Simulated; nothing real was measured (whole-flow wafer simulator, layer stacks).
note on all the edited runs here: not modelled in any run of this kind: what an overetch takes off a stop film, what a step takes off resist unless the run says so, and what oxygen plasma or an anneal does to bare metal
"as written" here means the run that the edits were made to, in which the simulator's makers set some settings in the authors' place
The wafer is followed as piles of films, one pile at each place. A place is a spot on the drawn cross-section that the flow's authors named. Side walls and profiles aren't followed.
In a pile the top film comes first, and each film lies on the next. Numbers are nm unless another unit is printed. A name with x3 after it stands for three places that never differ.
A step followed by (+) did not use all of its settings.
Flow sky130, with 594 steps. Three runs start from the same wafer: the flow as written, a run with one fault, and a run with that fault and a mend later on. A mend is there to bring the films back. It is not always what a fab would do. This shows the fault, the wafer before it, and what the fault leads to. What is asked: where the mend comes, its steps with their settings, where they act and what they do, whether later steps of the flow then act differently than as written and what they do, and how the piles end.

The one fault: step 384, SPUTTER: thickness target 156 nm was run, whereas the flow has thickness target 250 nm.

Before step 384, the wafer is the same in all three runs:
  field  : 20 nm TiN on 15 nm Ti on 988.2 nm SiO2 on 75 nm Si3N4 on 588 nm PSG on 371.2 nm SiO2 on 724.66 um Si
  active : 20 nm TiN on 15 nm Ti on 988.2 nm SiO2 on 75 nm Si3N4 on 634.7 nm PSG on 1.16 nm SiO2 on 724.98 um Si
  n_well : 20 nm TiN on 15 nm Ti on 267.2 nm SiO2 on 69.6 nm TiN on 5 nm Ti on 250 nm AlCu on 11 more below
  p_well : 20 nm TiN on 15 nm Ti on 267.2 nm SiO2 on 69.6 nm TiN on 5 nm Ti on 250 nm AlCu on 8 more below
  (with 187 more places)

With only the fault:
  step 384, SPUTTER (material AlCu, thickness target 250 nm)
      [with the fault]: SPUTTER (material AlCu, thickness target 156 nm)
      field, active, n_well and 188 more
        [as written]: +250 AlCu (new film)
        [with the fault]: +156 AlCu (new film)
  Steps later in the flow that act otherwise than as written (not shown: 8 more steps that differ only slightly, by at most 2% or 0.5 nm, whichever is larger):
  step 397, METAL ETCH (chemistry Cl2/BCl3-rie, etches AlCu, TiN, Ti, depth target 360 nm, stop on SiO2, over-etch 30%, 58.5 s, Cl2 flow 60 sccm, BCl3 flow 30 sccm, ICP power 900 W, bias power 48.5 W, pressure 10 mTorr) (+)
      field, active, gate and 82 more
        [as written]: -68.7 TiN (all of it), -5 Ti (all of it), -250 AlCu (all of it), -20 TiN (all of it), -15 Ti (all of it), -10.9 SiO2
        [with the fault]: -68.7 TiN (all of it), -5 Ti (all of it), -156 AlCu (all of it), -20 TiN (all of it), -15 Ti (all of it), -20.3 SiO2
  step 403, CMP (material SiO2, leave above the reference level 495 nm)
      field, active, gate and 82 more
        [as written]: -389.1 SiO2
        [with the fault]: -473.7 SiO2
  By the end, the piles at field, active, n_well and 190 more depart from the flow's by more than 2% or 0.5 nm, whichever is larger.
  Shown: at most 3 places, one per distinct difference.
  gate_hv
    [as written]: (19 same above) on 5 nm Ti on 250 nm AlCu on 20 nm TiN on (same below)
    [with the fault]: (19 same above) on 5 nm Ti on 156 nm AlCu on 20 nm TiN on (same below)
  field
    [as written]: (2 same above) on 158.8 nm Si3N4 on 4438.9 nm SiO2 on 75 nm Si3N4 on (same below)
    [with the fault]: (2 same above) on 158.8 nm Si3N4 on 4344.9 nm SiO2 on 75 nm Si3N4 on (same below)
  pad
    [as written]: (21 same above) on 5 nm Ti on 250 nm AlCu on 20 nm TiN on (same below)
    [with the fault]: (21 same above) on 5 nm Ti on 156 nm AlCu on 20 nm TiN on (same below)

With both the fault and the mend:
  The mend follows step 384.
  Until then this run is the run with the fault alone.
  step 384a, SPUTTER (material AlCu, thickness target 94 nm) (the flow's step 384, run once more with other settings)
      field, active, n_well and 188 more
        +94 AlCu
  Every later step of the flow that is run acts as written at every place that is followed.
  At every place that both follow, the piles at the end match the flow's.
